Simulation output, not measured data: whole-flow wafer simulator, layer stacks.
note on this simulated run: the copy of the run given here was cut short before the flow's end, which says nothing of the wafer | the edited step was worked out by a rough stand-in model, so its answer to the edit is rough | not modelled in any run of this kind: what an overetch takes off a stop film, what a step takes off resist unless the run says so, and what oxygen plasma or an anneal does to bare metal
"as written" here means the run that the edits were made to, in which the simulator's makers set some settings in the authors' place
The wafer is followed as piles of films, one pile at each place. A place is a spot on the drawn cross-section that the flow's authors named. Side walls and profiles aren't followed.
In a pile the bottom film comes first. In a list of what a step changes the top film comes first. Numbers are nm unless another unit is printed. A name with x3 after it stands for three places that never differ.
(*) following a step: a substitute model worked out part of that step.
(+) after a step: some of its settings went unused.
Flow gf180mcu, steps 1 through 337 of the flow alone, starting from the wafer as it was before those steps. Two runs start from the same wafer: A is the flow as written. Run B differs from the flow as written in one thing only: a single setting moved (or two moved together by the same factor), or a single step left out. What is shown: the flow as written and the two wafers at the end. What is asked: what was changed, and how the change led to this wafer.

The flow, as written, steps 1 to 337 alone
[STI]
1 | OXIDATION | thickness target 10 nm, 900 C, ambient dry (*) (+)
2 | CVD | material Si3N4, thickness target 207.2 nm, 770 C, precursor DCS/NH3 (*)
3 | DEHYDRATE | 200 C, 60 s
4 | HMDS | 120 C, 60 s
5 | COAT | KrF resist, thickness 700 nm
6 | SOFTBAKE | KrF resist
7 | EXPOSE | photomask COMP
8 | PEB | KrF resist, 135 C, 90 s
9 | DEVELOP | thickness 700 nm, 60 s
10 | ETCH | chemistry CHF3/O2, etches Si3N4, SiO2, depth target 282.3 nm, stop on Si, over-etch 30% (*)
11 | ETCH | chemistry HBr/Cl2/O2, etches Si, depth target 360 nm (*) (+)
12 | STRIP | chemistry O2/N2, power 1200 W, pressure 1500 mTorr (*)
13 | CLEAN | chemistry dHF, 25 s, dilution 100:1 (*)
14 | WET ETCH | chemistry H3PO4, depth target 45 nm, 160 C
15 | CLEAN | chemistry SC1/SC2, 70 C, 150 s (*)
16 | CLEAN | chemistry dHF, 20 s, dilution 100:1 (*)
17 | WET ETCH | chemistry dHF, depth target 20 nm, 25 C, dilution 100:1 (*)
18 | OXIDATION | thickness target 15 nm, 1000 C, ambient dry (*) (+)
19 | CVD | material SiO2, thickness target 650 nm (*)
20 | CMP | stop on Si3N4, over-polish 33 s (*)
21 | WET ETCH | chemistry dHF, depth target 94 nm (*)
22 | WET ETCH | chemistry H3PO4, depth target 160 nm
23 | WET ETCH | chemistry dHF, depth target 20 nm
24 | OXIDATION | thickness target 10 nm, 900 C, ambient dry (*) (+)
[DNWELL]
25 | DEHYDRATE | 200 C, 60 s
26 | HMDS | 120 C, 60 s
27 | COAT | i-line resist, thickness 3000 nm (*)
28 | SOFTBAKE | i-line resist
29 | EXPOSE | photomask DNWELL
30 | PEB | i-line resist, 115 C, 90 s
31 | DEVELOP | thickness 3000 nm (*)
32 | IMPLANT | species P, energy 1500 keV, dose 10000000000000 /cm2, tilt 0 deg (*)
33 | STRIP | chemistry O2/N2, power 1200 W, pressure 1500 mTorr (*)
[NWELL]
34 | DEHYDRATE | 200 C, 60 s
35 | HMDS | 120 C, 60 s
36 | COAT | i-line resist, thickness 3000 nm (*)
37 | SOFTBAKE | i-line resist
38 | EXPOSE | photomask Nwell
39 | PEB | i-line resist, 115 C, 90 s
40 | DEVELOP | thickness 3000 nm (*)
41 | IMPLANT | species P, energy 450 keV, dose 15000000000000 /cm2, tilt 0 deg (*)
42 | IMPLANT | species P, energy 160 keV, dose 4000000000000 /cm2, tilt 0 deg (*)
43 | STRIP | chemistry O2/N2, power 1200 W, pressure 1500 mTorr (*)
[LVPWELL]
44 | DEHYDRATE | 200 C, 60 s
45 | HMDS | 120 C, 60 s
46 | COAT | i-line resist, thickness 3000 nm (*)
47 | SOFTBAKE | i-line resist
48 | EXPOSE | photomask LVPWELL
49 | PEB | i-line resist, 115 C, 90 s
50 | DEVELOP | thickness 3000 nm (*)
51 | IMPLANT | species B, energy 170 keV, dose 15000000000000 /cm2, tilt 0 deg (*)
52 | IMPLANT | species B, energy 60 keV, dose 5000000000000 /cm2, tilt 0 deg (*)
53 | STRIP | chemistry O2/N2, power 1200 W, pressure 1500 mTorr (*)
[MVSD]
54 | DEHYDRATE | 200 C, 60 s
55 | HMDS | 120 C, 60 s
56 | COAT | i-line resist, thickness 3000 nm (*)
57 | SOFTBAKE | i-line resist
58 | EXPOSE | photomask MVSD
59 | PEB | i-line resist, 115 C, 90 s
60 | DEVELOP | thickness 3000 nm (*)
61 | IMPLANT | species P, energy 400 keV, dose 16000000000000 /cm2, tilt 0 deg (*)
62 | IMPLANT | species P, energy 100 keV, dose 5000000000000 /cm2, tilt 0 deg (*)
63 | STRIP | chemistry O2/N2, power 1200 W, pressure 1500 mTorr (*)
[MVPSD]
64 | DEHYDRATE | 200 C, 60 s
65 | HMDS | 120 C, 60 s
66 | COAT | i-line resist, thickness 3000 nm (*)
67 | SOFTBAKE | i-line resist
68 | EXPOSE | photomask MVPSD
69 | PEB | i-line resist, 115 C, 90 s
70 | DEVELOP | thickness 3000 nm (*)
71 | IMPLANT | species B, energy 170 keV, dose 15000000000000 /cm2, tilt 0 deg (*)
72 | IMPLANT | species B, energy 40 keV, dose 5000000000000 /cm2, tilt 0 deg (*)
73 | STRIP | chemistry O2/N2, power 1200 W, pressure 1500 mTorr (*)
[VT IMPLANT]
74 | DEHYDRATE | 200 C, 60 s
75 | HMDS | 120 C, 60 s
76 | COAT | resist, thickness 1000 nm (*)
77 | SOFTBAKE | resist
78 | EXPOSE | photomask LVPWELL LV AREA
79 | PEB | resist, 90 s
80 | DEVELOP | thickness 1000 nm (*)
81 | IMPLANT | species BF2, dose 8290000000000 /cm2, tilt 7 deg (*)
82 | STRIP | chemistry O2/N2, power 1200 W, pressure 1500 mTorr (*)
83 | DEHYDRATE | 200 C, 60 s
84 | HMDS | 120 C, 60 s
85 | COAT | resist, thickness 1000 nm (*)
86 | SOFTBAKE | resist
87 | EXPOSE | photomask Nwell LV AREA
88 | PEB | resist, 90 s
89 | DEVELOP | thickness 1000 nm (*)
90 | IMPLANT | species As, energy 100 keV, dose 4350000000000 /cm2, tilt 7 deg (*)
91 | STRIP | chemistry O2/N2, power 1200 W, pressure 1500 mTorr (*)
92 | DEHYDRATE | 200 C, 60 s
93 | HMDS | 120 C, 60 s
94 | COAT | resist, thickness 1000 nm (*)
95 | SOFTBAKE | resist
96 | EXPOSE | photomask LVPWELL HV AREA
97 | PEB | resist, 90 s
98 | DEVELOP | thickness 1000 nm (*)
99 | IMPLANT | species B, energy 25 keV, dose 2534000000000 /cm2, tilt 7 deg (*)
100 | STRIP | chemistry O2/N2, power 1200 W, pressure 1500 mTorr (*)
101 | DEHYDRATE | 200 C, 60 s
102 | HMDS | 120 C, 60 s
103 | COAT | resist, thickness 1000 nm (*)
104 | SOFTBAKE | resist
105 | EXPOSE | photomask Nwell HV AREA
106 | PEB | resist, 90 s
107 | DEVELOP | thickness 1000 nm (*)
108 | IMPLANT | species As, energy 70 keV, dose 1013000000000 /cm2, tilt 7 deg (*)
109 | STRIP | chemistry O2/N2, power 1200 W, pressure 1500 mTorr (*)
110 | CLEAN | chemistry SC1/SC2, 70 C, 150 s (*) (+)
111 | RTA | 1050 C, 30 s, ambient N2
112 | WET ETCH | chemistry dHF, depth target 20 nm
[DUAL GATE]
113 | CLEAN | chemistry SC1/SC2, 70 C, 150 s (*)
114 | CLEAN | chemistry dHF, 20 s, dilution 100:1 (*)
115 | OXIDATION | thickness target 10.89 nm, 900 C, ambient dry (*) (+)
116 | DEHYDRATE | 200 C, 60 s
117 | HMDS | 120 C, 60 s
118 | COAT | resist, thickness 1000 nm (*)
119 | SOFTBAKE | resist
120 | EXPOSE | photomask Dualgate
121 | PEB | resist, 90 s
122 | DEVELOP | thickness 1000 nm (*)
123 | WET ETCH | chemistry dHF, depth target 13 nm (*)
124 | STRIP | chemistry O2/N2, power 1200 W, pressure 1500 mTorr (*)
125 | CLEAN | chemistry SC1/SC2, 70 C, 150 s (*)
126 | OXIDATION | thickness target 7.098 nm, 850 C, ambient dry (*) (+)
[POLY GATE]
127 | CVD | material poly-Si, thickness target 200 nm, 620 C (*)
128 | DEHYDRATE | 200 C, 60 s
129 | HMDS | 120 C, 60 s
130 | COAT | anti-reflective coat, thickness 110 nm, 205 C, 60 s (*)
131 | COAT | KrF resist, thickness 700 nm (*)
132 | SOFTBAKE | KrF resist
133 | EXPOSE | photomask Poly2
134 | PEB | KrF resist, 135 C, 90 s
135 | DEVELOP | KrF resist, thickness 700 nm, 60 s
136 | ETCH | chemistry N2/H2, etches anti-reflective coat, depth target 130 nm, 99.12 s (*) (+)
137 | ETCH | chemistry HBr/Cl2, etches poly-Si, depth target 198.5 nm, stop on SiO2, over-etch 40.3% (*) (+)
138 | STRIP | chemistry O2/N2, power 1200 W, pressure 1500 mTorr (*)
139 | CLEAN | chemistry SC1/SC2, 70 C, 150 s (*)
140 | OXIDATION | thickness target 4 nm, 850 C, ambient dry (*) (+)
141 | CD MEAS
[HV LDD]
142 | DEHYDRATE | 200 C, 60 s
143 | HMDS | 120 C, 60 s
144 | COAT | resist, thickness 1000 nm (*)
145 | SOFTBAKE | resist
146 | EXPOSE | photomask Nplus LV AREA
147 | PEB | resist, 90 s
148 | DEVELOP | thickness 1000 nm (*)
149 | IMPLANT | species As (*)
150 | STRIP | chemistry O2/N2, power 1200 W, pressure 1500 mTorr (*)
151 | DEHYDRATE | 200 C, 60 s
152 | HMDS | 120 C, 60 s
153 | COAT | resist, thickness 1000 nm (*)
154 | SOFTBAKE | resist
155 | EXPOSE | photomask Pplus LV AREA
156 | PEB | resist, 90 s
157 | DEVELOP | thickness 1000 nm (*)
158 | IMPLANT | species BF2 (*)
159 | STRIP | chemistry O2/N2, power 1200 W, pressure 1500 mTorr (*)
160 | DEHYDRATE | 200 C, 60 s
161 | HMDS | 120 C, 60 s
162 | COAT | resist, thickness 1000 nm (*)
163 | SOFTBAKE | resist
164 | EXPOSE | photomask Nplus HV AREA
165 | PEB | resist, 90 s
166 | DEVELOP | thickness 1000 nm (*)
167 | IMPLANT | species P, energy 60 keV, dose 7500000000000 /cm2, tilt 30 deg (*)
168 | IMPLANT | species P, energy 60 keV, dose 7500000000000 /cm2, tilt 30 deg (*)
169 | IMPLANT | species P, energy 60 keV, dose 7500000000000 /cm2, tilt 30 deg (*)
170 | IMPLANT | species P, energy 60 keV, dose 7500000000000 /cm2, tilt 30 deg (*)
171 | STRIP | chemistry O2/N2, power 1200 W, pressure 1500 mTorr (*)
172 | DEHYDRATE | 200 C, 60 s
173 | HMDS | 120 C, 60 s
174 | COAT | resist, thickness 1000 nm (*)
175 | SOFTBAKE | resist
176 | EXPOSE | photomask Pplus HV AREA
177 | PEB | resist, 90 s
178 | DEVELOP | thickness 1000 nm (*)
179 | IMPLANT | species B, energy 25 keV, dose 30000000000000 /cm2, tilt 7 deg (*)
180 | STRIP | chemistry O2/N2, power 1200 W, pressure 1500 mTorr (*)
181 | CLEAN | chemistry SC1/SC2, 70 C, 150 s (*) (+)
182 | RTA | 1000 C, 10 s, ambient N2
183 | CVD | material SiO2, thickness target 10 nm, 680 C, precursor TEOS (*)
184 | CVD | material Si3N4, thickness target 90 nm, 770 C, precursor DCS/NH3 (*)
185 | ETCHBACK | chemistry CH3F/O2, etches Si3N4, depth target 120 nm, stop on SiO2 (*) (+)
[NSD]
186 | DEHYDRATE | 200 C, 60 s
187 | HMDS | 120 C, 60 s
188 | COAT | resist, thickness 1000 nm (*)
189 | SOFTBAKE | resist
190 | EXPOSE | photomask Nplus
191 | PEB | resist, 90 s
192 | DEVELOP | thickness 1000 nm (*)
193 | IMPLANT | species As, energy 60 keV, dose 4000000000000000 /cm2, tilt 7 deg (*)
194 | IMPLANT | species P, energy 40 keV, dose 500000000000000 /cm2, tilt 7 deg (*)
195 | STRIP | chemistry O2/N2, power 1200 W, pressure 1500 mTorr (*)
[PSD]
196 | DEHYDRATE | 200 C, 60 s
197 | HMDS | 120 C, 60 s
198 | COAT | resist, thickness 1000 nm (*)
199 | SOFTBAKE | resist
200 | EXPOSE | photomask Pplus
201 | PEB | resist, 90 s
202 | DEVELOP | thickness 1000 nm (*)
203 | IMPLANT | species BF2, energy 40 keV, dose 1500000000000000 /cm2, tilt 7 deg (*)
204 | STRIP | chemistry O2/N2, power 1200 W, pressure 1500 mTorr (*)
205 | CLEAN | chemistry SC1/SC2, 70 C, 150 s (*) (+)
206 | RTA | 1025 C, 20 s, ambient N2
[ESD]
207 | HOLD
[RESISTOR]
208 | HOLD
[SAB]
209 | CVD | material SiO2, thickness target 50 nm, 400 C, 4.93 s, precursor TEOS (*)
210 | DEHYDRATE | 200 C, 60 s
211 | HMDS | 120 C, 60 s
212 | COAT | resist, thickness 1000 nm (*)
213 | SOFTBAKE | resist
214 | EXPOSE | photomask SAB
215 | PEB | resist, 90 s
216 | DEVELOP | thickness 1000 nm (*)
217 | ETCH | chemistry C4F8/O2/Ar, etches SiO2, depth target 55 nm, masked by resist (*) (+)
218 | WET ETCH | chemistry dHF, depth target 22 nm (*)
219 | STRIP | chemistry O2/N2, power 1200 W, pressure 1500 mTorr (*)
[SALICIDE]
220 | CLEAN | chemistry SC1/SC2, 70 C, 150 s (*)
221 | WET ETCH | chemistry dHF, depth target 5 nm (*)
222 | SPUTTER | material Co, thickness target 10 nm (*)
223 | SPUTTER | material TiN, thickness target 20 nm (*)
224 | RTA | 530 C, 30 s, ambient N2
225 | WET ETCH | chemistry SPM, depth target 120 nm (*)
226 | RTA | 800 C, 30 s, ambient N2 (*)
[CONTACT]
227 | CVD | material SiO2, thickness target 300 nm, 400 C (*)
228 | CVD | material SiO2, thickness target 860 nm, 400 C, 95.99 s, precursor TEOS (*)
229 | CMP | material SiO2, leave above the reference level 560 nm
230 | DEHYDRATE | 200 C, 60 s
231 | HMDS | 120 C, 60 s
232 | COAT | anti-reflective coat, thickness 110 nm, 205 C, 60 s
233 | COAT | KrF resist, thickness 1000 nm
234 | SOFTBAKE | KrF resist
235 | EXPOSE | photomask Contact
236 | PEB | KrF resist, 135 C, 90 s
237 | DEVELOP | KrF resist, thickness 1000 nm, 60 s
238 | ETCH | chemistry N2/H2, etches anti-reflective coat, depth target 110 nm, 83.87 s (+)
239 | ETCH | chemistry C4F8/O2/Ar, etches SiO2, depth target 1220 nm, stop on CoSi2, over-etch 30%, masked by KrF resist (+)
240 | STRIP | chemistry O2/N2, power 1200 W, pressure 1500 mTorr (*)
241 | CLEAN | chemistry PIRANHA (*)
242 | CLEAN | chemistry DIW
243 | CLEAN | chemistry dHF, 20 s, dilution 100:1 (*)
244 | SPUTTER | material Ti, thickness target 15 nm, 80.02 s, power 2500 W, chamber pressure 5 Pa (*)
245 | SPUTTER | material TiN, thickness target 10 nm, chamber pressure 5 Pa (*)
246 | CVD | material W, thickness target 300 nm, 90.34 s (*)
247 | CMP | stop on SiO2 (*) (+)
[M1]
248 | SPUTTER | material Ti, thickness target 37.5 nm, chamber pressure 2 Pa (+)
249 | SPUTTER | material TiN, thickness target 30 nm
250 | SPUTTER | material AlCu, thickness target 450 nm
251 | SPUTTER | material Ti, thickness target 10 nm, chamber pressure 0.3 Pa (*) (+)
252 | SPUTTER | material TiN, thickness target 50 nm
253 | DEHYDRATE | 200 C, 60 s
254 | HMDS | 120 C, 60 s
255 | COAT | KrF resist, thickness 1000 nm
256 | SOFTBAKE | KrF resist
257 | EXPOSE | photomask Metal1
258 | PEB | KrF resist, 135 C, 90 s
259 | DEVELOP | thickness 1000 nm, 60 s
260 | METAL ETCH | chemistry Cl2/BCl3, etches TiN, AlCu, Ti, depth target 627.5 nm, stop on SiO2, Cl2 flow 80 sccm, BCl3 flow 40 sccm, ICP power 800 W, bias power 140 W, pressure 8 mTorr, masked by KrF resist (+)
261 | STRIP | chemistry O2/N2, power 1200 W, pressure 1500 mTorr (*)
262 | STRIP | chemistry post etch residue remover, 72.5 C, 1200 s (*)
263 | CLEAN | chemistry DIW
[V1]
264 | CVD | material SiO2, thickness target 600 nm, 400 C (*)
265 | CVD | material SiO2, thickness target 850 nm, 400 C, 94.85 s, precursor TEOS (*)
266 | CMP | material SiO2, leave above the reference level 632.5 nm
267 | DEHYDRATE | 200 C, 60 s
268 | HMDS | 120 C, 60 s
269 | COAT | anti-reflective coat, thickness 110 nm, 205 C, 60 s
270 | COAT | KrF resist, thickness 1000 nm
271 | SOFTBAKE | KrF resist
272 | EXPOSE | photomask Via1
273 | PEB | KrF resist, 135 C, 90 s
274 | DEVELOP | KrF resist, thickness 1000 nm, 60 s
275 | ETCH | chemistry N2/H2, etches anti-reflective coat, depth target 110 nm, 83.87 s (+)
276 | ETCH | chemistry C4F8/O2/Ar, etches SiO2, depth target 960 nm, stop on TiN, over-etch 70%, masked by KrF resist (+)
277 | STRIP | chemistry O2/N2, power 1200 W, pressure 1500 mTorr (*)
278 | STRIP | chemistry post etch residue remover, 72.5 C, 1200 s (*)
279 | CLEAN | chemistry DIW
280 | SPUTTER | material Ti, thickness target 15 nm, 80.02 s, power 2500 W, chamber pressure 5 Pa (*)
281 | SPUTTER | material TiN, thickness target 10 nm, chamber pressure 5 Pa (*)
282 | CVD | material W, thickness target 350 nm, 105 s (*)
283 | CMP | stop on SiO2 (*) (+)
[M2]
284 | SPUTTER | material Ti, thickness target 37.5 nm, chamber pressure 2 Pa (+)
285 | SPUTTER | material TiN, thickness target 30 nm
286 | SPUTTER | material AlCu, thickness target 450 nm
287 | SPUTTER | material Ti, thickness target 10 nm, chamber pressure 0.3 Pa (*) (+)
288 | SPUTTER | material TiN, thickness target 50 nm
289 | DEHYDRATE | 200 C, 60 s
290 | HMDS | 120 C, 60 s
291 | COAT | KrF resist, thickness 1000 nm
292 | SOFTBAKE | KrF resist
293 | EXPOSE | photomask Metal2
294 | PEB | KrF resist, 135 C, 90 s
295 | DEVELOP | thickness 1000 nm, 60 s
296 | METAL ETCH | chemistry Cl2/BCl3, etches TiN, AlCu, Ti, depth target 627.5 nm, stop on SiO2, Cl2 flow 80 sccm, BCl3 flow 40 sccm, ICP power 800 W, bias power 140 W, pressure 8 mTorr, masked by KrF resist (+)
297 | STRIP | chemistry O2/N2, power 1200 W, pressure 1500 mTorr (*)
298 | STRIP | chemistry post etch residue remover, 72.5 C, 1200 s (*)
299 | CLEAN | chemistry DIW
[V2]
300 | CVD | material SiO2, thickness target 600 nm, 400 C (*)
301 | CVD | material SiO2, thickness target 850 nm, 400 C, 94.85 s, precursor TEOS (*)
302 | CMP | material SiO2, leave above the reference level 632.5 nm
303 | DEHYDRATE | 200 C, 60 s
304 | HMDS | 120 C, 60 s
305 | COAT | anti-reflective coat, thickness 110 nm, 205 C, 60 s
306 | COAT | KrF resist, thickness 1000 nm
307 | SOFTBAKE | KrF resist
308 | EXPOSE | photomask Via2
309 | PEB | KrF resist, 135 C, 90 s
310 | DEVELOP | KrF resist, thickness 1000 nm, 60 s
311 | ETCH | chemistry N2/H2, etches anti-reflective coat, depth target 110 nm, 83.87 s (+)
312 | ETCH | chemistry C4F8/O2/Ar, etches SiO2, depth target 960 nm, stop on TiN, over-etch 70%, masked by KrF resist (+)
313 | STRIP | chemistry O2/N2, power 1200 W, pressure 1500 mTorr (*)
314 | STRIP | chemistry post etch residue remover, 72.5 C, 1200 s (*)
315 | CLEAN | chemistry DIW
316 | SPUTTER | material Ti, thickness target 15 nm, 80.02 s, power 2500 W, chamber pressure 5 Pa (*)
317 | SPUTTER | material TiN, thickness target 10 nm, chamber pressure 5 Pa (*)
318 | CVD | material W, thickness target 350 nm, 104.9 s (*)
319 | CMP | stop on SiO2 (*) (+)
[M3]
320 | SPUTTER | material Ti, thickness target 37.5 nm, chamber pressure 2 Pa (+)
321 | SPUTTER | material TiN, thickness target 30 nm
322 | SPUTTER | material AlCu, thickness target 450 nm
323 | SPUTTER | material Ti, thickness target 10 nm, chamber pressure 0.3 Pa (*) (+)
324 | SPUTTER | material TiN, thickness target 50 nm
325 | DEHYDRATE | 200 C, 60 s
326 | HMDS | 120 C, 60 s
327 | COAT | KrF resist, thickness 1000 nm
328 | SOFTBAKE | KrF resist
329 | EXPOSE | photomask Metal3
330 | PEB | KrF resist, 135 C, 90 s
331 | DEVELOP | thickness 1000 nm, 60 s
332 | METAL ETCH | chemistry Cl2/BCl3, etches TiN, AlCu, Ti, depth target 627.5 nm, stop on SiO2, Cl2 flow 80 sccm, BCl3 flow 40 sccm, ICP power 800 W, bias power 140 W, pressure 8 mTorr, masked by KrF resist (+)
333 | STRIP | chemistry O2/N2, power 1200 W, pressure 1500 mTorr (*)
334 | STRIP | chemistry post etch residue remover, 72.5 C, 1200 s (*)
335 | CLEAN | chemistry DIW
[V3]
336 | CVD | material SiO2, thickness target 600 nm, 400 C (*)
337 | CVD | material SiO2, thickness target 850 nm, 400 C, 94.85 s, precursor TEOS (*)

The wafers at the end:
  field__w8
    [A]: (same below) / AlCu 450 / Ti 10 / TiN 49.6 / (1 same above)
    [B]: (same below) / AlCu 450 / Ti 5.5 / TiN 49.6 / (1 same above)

Cause: step 323, SPUTTER: thickness target 5.5 nm was run, while the flow as written has thickness target 10 nm.
The wafer lets one read it off: field__w8 has Ti 5.5, and step 323 as written asks for 10 nm.

How this came from the change, step by step:
  323 | SPUTTER | material Ti, thickness target 10 nm, chamber pressure 0.3 Pa (*) (+)
      field, field__w1, field__w2 and 108 more: A +10 Ti (new film) | B +5.5 Ti (new film)
  332 | METAL ETCH | chemistry Cl2/BCl3, etches TiN, AlCu, Ti, depth target 627.5 nm, stop on SiO2, Cl2 flow 80 sccm, BCl3 flow 40 sccm, ICP power 800 W, bias power 140 W, pressure 8 mTorr, masked by KrF resist (+)
      field, field__w1, field__w2 and 103 more: A -50 TiN (all of it), -10 Ti (all of it), -450 AlCu (all of it), -30 TiN (all of it), -37.5 Ti (all of it) | B -50 TiN (all of it), -5.5 Ti (all of it), -450 AlCu (all of it), -30 TiN (all of it), -37.5 Ti (all of it)
